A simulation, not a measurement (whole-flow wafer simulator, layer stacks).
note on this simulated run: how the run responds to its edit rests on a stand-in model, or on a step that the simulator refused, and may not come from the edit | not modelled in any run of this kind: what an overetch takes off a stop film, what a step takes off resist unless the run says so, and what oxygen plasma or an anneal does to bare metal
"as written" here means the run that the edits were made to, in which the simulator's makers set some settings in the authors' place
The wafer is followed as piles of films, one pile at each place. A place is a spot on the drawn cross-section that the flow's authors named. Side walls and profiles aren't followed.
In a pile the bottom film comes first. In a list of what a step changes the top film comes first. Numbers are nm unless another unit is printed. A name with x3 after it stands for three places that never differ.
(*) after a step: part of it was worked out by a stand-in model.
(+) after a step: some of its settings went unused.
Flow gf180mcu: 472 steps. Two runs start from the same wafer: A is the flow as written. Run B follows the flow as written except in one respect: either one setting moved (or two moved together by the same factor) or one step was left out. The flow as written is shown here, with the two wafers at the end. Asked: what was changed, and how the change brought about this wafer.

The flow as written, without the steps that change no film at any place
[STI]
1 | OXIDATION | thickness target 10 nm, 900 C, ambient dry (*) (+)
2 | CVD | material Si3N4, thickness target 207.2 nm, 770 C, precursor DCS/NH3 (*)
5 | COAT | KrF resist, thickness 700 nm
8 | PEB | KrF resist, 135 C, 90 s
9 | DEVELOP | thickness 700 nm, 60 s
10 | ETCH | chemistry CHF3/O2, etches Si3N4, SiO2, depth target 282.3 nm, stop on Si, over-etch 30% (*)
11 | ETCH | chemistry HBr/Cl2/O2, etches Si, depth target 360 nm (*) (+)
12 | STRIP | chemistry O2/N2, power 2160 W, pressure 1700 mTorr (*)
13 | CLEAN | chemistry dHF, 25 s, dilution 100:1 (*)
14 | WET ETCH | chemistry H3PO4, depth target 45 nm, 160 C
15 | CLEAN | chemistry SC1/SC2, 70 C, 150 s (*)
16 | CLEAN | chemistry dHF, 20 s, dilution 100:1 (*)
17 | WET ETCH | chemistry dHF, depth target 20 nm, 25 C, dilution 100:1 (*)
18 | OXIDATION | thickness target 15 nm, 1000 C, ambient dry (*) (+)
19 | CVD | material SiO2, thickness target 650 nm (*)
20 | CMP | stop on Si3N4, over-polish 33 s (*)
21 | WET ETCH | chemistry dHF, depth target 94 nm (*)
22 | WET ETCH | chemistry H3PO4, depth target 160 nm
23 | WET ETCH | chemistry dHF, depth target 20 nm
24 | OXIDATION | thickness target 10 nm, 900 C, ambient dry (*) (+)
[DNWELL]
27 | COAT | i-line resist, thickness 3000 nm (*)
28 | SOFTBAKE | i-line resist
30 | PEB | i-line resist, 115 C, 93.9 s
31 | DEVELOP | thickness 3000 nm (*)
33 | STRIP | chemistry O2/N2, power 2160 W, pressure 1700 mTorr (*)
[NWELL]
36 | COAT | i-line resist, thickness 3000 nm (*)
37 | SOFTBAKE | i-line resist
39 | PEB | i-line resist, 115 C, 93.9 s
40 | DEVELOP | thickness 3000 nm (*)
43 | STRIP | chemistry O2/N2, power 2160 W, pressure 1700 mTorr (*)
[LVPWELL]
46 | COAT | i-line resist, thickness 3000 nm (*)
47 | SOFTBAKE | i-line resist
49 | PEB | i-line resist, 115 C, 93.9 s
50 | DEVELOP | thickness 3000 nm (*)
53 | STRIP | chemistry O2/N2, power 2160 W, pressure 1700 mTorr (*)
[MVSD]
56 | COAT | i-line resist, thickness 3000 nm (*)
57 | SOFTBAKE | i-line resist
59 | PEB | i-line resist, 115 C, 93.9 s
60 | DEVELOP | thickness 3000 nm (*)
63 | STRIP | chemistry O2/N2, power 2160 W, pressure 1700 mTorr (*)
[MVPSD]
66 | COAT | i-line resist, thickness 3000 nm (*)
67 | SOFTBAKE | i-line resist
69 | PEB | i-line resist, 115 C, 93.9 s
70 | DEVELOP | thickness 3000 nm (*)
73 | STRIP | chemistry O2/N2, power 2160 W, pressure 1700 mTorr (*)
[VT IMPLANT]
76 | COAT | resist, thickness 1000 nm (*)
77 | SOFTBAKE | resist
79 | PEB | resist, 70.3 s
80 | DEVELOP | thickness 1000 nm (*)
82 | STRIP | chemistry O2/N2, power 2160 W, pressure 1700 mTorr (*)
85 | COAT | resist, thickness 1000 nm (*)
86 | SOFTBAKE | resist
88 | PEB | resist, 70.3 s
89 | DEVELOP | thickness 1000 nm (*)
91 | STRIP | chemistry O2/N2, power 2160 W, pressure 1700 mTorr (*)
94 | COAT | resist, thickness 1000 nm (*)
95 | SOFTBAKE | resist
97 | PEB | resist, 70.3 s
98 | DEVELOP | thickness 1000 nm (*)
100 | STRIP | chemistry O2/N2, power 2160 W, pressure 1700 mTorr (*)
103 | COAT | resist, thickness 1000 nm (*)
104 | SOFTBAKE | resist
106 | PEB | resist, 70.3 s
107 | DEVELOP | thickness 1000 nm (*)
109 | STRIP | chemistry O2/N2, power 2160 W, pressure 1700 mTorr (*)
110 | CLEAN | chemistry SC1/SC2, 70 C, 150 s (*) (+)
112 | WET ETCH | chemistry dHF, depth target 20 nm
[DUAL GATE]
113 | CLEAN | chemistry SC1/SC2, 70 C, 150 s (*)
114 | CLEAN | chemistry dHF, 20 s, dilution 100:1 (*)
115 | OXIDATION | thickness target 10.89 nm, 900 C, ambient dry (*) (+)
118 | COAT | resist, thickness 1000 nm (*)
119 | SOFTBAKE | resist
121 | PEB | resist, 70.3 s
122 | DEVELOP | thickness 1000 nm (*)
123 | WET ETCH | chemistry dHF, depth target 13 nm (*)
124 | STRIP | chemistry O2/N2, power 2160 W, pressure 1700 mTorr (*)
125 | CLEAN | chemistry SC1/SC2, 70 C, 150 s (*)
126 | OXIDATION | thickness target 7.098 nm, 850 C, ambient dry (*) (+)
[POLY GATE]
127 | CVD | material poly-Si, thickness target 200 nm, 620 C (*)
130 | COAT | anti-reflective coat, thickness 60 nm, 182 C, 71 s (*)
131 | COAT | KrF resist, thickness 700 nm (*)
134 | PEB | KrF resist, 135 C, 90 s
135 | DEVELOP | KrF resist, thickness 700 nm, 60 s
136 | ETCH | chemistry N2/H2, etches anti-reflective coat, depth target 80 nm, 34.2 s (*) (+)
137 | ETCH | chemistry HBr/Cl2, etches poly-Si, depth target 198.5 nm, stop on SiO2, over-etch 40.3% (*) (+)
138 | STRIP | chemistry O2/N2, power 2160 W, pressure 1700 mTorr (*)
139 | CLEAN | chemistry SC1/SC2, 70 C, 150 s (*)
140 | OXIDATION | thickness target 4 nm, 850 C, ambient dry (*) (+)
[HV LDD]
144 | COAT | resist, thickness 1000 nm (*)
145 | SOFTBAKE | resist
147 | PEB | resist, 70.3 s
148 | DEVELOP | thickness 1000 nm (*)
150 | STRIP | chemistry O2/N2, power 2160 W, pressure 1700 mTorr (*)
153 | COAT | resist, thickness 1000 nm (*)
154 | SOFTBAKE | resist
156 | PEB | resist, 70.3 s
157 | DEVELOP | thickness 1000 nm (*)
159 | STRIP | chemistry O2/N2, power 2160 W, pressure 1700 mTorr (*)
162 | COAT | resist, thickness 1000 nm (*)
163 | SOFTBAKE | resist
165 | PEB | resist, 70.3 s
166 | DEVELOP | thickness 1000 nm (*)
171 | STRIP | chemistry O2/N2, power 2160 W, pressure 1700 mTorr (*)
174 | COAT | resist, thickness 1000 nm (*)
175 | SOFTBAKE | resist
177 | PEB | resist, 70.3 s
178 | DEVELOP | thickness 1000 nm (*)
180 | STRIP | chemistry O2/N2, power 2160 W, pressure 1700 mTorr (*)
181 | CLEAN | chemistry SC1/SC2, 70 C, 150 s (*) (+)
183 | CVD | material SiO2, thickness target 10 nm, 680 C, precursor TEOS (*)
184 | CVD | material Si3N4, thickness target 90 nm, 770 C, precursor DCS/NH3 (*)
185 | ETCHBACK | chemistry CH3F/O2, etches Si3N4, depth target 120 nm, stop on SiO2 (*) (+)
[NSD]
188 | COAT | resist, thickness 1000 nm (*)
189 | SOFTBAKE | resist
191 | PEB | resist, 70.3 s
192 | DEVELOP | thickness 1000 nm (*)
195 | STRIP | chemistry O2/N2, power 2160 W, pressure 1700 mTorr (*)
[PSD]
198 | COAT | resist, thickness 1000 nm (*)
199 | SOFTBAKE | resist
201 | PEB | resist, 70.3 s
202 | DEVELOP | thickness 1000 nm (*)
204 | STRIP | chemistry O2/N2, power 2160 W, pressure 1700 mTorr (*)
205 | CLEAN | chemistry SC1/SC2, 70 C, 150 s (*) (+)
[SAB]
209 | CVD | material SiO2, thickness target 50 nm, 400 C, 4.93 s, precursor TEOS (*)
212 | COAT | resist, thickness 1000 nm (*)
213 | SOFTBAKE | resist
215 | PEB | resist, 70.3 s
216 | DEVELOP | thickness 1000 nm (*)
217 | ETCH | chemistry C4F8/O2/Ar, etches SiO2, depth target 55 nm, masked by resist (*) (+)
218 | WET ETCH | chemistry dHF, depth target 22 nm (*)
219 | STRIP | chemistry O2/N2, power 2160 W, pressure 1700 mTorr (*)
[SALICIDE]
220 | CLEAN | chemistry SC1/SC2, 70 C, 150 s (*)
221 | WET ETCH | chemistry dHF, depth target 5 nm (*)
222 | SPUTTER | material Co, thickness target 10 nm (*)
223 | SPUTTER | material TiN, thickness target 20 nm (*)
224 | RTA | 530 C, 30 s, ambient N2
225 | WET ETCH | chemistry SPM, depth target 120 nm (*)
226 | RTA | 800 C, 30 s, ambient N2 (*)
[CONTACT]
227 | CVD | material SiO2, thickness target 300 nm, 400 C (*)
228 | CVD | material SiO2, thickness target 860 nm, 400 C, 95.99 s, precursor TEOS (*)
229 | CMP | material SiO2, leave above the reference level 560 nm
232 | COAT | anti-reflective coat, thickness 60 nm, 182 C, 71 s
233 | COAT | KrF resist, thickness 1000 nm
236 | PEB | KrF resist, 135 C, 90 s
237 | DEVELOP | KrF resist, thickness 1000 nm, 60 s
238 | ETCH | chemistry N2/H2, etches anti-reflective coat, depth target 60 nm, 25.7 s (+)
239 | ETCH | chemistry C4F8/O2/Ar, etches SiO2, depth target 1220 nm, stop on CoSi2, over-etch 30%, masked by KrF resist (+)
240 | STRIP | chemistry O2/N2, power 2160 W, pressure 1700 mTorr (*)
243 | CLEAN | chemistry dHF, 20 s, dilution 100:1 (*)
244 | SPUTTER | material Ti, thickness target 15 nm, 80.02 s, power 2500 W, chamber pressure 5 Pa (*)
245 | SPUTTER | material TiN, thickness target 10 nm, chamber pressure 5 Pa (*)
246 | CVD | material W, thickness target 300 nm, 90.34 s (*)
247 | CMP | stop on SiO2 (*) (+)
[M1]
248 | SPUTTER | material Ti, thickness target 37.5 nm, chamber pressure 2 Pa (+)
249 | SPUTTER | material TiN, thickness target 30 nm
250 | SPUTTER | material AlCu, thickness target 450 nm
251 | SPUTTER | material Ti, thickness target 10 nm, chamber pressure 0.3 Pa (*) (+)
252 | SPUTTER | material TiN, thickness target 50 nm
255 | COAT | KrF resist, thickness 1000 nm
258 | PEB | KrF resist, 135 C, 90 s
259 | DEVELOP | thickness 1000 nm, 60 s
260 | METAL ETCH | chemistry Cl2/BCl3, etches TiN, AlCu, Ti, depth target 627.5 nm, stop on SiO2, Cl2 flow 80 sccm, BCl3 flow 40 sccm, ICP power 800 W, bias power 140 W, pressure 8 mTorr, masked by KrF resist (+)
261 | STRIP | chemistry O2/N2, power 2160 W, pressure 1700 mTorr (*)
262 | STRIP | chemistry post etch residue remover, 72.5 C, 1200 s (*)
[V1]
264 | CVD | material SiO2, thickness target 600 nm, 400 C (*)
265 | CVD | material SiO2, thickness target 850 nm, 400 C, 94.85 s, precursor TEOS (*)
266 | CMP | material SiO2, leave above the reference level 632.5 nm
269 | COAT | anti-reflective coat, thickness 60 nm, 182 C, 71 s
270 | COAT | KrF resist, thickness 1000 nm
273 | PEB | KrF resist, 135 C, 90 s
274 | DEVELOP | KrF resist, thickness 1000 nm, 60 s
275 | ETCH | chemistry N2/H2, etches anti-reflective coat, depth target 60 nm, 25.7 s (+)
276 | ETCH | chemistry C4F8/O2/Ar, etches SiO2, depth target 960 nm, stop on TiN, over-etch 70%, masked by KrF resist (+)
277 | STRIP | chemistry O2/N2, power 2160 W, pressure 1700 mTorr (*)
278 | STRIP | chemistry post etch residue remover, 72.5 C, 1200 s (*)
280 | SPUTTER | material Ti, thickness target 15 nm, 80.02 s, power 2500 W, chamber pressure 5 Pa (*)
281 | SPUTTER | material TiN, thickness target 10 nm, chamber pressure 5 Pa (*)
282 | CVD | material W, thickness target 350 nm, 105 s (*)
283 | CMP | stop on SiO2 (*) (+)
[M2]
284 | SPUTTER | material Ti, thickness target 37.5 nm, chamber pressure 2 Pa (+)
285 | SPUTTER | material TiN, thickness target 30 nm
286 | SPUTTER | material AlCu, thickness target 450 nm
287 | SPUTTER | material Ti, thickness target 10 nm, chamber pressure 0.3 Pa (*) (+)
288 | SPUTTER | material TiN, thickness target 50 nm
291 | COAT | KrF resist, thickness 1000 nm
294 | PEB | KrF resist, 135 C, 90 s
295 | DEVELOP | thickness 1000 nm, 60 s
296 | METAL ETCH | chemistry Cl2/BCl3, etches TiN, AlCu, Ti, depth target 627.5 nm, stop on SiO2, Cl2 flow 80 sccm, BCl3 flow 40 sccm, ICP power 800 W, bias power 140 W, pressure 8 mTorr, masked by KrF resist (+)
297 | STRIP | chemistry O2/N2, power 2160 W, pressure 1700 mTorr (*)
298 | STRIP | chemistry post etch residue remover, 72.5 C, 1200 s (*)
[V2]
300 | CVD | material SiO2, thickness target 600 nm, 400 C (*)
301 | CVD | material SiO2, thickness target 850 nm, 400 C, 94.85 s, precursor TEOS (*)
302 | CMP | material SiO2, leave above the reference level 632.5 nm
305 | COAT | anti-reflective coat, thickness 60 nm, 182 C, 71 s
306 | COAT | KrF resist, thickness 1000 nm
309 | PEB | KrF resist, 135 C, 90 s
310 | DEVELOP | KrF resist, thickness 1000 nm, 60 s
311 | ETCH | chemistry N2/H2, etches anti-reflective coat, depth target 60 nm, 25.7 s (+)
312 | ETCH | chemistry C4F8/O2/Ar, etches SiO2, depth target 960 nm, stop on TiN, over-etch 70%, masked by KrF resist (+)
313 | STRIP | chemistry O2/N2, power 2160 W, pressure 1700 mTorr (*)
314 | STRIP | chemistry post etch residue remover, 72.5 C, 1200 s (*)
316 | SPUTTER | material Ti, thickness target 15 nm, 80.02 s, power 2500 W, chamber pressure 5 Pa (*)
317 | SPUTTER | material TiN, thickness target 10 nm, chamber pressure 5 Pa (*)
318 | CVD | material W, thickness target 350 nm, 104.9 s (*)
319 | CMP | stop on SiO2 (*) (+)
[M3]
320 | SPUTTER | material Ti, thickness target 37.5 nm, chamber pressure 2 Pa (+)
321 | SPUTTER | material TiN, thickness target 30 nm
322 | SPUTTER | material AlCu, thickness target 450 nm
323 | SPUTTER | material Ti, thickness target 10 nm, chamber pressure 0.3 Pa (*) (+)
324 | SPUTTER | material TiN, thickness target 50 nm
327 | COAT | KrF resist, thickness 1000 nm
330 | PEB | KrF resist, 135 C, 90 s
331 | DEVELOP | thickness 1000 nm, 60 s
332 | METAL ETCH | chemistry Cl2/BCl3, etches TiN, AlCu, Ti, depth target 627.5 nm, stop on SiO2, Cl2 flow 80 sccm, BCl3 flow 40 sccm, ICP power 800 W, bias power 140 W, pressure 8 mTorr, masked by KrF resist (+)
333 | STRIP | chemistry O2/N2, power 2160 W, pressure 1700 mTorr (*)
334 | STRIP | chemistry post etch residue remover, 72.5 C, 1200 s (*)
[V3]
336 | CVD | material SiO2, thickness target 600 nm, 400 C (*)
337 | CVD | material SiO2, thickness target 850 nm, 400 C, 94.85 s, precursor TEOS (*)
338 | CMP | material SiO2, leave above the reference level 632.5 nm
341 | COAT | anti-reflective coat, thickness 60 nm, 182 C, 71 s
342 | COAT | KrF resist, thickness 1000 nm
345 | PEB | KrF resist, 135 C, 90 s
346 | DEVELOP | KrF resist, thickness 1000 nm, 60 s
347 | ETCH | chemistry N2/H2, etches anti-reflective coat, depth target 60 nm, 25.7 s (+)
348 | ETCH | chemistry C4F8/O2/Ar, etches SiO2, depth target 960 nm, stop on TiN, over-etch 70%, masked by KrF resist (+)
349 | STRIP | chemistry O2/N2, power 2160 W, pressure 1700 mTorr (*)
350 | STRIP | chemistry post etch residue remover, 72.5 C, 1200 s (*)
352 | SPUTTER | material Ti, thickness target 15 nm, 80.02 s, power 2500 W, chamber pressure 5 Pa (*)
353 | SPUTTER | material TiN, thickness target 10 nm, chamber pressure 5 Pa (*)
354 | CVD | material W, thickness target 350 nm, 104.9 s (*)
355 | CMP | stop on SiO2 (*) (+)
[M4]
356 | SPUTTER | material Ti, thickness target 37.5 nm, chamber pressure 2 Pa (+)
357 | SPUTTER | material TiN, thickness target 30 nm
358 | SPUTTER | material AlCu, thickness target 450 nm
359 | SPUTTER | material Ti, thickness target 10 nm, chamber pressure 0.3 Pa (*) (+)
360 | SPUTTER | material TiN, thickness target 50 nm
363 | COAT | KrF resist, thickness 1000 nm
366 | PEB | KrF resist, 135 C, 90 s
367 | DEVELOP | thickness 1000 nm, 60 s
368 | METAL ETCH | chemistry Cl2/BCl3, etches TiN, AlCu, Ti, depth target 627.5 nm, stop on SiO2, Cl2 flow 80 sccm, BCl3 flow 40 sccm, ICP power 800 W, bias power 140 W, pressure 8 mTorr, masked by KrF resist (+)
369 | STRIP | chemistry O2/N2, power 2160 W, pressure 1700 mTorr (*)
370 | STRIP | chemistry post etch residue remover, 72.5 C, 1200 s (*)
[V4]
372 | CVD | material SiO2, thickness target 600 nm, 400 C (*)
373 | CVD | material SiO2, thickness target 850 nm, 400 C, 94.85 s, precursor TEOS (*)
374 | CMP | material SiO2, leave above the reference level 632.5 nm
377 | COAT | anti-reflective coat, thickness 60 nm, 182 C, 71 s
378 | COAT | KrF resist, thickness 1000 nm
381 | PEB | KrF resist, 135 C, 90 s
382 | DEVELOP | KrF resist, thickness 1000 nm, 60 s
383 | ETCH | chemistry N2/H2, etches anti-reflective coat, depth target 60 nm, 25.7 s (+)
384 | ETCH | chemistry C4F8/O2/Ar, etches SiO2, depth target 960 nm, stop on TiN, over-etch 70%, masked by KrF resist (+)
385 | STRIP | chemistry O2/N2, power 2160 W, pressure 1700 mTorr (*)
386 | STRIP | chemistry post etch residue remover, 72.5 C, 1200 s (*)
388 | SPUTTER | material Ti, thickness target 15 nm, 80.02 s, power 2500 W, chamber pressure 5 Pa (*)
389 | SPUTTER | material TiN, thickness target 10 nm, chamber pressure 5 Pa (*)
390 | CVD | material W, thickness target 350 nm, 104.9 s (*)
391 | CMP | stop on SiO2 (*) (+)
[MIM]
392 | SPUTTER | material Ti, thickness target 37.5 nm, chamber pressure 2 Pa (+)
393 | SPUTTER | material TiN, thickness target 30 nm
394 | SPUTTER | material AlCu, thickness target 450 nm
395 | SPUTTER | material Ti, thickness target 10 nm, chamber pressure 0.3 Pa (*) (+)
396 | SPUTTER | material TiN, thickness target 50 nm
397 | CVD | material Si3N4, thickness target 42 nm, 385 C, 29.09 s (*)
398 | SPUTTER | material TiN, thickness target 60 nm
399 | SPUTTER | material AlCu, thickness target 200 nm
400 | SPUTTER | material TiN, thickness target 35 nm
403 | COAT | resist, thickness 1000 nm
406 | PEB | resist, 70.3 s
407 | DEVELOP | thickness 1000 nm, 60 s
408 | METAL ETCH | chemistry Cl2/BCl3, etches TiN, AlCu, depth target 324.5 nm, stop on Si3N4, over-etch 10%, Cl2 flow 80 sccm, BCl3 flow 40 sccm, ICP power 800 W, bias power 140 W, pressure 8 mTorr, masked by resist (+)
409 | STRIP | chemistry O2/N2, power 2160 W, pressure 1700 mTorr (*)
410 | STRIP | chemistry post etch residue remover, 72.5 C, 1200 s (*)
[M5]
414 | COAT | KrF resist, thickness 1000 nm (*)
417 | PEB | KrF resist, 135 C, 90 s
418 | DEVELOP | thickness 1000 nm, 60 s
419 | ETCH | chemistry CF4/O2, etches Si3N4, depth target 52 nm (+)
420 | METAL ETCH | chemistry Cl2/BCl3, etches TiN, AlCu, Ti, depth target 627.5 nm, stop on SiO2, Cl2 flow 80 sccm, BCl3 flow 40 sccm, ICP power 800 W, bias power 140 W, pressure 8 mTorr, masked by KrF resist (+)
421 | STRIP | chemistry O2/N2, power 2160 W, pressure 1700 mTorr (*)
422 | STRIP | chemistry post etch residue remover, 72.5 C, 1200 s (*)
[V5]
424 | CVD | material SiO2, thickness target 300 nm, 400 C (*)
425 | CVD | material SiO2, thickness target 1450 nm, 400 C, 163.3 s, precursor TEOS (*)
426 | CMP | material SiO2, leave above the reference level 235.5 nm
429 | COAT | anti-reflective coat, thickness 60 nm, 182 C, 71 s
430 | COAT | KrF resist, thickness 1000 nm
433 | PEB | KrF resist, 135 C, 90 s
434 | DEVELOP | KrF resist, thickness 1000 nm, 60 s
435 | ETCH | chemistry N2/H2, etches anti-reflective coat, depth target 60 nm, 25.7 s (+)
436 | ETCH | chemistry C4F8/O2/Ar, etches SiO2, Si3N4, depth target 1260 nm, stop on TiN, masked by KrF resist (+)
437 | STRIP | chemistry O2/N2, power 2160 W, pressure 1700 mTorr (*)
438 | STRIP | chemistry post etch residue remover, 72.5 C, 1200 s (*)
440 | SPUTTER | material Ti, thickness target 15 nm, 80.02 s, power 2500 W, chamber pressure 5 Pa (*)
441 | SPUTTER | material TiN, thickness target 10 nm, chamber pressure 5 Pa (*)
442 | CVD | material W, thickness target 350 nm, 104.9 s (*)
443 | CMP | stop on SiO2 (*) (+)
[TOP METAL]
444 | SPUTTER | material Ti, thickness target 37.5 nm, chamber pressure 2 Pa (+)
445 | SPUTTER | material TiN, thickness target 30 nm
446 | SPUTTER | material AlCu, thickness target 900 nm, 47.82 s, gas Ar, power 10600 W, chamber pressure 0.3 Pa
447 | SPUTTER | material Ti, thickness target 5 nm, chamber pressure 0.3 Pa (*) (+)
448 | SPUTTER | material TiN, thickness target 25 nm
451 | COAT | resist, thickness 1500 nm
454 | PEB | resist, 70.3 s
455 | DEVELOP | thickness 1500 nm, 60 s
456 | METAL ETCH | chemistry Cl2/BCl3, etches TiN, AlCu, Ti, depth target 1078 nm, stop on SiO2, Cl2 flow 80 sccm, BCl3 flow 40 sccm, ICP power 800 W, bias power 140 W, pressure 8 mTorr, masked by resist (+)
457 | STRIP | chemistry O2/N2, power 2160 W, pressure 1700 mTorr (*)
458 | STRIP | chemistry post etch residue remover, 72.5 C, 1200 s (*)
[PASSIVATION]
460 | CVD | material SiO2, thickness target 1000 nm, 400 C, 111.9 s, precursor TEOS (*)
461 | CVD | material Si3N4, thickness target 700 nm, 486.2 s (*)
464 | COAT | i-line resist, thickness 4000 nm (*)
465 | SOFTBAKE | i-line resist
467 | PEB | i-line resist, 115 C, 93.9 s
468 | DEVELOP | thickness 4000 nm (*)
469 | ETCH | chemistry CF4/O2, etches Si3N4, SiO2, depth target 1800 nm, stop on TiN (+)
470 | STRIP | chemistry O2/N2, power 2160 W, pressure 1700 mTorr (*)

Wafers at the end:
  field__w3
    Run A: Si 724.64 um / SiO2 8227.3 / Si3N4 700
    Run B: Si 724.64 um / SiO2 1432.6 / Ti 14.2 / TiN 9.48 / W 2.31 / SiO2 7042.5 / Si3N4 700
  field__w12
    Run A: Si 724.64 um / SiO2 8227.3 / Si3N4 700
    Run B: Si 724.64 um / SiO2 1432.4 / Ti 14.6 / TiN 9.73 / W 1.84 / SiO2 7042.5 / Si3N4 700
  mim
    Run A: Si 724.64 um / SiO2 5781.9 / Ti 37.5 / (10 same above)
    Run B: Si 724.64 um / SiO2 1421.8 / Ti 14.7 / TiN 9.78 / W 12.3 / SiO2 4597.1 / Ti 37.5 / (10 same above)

What caused this: step 229, CMP: leave above the reference level 834 nm was run, though the flow has leave above the reference level 560 nm.

How this came from the change, step by step:
  229 | CMP | material SiO2, leave above the reference level 560 nm
      field_sub, field_sub__w2: A SiO2 loses 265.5 | B nothing
      field__w2: A SiO2 loses 250 | B nothing
      (and at 108 other places as well)
  232 | COAT | anti-reflective coat, thickness 60 nm, 182 C, 71 s
      field_sub__w1, field_sub__w3: A anti-reflective coat gains 60 (new film) | B anti-reflective coat gains 57.6 (new film)
      field_sub__w4, field_sub__w5: A anti-reflective coat gains 60 (new film) | B anti-reflective coat gains 57.9 (new film)
      (and at 25 other places as well)
  239 | ETCH | chemistry C4F8/O2/Ar, etches SiO2, depth target 1220 nm, stop on CoSi2, over-etch 30%, masked by KrF resist (+)
      field, field__w1, field__w2 and 105 more: A KrF resist loses 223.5 | B KrF resist loses 244
      polyc_n, polyc_p: A SiO2 loses 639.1 (all of it) | B SiO2 loses 913.1 (all of it)
      (and at 1 other place as well)
  240 | STRIP | chemistry O2/N2, power 2160 W, pressure 1700 mTorr (*)
      field__w8, m1__w1, iso_ptap_pw and 37 more: A KrF resist loses 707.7 (all of it), anti-reflective coat loses 60 (all of it) | B KrF resist loses 687.2 (all of it), anti-reflective coat loses 60 (all of it)
      p_well, sti, spacer, sd_n, mim_1p0, pad, dice_street: A KrF resist loses 707.7 (all of it), anti-reflective coat loses 60 (all of it) | B KrF resist loses 687.2 (all of it), anti-reflective coat loses 59.6 (all of it)
      (and at 61 other places as well)
  244 | SPUTTER | material Ti, thickness target 15 nm, 80.02 s, power 2500 W, chamber pressure 5 Pa (*)
      field__w2: A Ti gains 15 (new film) | B Ti gains 14.1 (new film)
      field__w3: A Ti gains 15 (new film) | B Ti gains 14.2 (new film)
      (and at 1 other place as well)
  245 | SPUTTER | material TiN, thickness target 10 nm, chamber pressure 5 Pa (*)
      field__w2: A TiN gains 10 (new film) | B TiN gains 9.35 (new film)
      field__w3: A TiN gains 10 (new film) | B TiN gains 9.48 (new film)
      (and at 1 other place as well)
  246 | CVD | material W, thickness target 300 nm, 90.34 s (*)
      polyc_n, polyc_p: A W gains 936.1 (new film) | B W gains 1210.1 (new film)
      contact: A W gains 1167.5 (new film) | B W gains 1443.5 (new film)
  247 | CMP | stop on SiO2 (*) (+)
      field__w3, field__w12: A W loses 300 (all of it), TiN loses 10 (all of it), Ti loses 15 (all of it), SiO2 loses 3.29 | B W loses 291.6
      field_sub, field_sub__w2: A W loses 300 (all of it), TiN loses 10 (all of it), Ti loses 15 (all of it), SiO2 loses 3.29 | B W loses 300 (all of it), TiN loses 10 (all of it), Ti loses 10
      (and at 6 other places as well)
  248 | SPUTTER | material Ti, thickness target 37.5 nm, chamber pressure 2 Pa (+)
      field_sub, field_sub__w2, ld_sd_n, nw_enc_fld_lv: A Ti gains 37.5 (new film) | B Ti gains 37.5
  260 | METAL ETCH | chemistry Cl2/BCl3, etches TiN, AlCu, Ti, depth target 627.5 nm, stop on SiO2, Cl2 flow 80 sccm, BCl3 flow 40 sccm, ICP power 800 W, bias power 140 W, pressure 8 mTorr, masked by KrF resist (+)
      field__w3, field__w12, mim: A TiN loses 50 (all of it), Ti loses 10 (all of it), AlCu loses 450 (all of it), TiN loses 30 (all of it), Ti loses 37.5 (all of it) | B TiN loses 50 (all of it), Ti loses 10 (all of it), AlCu loses 450 (all of it), TiN loses 30 (all of it), Ti loses 37.5 (all of it), W loses 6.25
      field__w2: A TiN loses 50 (all of it), Ti loses 10 (all of it), AlCu loses 450 (all of it), TiN loses 30 (all of it), Ti loses 37.5 (all of it) | B TiN loses 50 (all of it), Ti loses 10 (all of it), AlCu loses 450 (all of it), TiN loses 30 (all of it), Ti loses 37.5 (all of it), TiN loses 6.44 (all of it), Ti loses 14.1 (all of it)
      (and at 4 other places as well)
  262 | STRIP | chemistry post etch residue remover, 72.5 C, 1200 s (*)
      field__w3, field__w12, mim: A nothing | B W loses 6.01
  264 | CVD | material SiO2, thickness target 600 nm, 400 C (*)
      field__w3, field__w12, mim: A SiO2 gains 600 | B SiO2 gains 600 (new film)
  266 | CMP | material SiO2, leave above the reference level 632.5 nm
      field__w2, field__w3, field__w12: A SiO2 loses 300 | B SiO2 loses 288.4
      mim: A SiO2 loses 300 | B SiO2 loses 287.7
      (and at 2 other places as well)
Taking metal films that touch as one body, field__w3 has 1 body; the flow as written gives 0 bodies.
Taking metal films that touch as one body, field__w12 has 1 body; the flow as written gives 0 bodies.
Taking metal films that touch as one body, mim has 3 bodies (between them, from the top down: Si3N4 42; SiO2 4597.1); the flow as written gives 2 bodies (between them, from the top down: Si3N4 42).
